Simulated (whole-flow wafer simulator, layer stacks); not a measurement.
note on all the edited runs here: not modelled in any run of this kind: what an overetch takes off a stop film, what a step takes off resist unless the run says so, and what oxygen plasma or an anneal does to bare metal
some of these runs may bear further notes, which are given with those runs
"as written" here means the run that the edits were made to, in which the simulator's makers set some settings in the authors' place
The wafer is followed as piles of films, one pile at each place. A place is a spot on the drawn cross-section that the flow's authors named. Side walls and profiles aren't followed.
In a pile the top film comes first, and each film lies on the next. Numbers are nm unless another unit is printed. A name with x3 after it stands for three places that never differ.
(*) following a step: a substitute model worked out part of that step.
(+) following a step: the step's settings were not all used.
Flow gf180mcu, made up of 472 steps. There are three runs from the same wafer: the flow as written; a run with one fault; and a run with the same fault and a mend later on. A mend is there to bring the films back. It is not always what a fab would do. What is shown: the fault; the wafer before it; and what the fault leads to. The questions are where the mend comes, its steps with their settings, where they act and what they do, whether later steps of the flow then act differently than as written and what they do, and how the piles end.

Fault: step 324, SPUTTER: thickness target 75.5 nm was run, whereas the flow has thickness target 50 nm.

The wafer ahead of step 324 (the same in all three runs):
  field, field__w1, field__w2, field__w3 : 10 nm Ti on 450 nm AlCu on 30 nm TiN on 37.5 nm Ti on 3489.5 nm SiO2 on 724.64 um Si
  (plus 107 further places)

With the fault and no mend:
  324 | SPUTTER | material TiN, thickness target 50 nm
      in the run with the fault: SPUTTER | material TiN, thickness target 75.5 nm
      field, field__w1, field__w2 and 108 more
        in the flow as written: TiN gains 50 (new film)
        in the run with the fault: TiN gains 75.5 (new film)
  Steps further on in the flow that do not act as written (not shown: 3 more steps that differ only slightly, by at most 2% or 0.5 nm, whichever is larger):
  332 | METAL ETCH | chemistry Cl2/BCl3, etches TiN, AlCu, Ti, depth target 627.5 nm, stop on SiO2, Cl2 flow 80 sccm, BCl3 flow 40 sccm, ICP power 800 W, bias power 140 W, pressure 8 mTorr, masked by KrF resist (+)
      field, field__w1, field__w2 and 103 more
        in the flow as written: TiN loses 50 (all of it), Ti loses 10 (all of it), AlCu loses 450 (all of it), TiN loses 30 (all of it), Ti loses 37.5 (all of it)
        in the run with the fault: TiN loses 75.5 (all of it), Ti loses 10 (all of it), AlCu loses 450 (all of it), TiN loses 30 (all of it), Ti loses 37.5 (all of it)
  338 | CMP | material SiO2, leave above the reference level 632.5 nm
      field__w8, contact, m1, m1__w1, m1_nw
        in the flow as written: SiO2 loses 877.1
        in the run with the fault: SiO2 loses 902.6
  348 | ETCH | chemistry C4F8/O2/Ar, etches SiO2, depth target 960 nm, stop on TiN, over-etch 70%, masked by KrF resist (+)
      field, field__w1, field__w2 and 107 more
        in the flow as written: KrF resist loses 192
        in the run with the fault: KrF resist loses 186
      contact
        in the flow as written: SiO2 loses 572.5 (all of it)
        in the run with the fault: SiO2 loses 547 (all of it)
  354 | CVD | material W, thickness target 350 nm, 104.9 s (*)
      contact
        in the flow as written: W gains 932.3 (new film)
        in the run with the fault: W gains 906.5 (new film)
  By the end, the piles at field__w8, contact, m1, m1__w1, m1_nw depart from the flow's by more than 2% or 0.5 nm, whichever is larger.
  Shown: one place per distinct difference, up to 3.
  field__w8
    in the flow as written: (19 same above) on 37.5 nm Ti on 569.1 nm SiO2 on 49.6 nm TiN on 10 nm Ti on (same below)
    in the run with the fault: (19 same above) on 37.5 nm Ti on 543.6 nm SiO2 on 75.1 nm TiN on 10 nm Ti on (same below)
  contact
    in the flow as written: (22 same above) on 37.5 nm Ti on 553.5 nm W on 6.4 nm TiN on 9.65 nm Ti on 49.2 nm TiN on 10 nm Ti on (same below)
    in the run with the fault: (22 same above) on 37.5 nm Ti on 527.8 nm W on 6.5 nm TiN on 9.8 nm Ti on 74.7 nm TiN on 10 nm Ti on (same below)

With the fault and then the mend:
  The mend stands after step 324.
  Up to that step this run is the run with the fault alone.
  324a | METAL ETCH | chemistry Cl2/BCl3, etches TiN, AlCu, Ti, depth target 25.5 nm, Cl2 flow 80 sccm, BCl3 flow 40 sccm, ICP power 800 W, bias power 140 W, pressure 8 mTorr (a further turn of the flow's step 260, with different settings)
      field, field__w1, field__w2 and 108 more
        TiN loses 25.5
  Later steps of the flow that are run all act as written at every place that is followed.
  The piles end the same as the flow's at every place that both follow.
